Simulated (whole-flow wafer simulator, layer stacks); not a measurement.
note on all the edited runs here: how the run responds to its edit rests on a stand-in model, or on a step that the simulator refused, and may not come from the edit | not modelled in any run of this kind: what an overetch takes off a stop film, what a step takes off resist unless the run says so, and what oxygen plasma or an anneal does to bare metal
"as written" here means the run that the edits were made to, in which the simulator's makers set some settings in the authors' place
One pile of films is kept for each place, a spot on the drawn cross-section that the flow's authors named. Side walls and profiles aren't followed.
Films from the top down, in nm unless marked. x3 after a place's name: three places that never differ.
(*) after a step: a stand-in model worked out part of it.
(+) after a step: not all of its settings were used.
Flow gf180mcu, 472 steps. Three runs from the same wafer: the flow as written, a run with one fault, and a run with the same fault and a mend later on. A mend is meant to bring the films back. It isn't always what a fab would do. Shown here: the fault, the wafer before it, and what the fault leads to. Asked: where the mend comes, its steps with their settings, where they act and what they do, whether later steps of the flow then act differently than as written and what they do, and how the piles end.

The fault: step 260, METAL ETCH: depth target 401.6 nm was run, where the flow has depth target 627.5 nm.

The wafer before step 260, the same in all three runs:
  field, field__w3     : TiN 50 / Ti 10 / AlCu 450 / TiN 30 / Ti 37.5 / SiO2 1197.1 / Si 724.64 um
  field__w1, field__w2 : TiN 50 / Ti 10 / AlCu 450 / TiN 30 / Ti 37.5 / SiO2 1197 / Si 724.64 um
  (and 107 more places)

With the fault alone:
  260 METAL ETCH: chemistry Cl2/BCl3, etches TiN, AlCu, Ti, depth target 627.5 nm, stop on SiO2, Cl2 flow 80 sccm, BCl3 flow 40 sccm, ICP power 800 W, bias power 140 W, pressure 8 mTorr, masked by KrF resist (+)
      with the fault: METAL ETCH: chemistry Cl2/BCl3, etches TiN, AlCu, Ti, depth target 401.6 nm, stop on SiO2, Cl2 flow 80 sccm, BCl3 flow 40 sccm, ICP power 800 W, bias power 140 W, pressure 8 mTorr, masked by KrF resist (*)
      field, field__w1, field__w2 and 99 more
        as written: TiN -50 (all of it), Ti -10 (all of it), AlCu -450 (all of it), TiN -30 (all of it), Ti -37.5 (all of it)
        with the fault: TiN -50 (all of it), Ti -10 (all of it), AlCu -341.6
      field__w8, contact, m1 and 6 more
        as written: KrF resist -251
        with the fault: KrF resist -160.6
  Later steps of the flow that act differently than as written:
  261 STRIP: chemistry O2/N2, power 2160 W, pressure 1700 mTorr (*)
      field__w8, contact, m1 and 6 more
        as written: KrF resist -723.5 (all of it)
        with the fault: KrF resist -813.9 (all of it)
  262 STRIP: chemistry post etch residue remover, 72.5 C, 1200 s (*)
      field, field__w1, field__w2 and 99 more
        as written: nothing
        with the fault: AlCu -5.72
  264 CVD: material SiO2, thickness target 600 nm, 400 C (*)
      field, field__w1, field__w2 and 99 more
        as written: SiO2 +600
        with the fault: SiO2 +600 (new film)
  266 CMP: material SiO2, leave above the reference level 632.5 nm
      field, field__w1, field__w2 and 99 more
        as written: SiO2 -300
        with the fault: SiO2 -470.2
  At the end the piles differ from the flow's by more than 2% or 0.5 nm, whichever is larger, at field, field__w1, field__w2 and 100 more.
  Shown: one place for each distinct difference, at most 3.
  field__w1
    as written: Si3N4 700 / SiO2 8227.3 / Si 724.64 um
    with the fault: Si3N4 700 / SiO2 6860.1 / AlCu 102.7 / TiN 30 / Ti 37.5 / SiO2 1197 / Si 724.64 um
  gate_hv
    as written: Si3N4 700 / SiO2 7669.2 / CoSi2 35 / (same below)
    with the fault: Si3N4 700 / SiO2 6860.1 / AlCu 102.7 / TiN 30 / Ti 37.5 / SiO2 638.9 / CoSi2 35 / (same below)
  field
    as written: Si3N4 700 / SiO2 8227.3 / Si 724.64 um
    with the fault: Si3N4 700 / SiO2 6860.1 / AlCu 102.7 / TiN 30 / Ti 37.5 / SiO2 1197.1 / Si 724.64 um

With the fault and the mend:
  The mend comes after step 260.
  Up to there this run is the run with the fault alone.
  260a METAL ETCH: chemistry Cl2/BCl3, etches TiN, AlCu, Ti, depth target 225.9 nm, stop on SiO2, Cl2 flow 80 sccm, BCl3 flow 40 sccm, ICP power 800 W, bias power 140 W, pressure 8 mTorr, masked by KrF resist (+) (the flow's step 260 once more, with other settings)
      field, field__w1, field__w2 and 99 more
        AlCu -108.4 (all of it), TiN -30 (all of it), Ti -37.5 (all of it)
      field__w8, contact, m1 and 6 more
        KrF resist -90.4
  No later step of the flow acts differently than as written at any place that is followed.
  At the end the piles are the same as the flow's at every place that both follow.
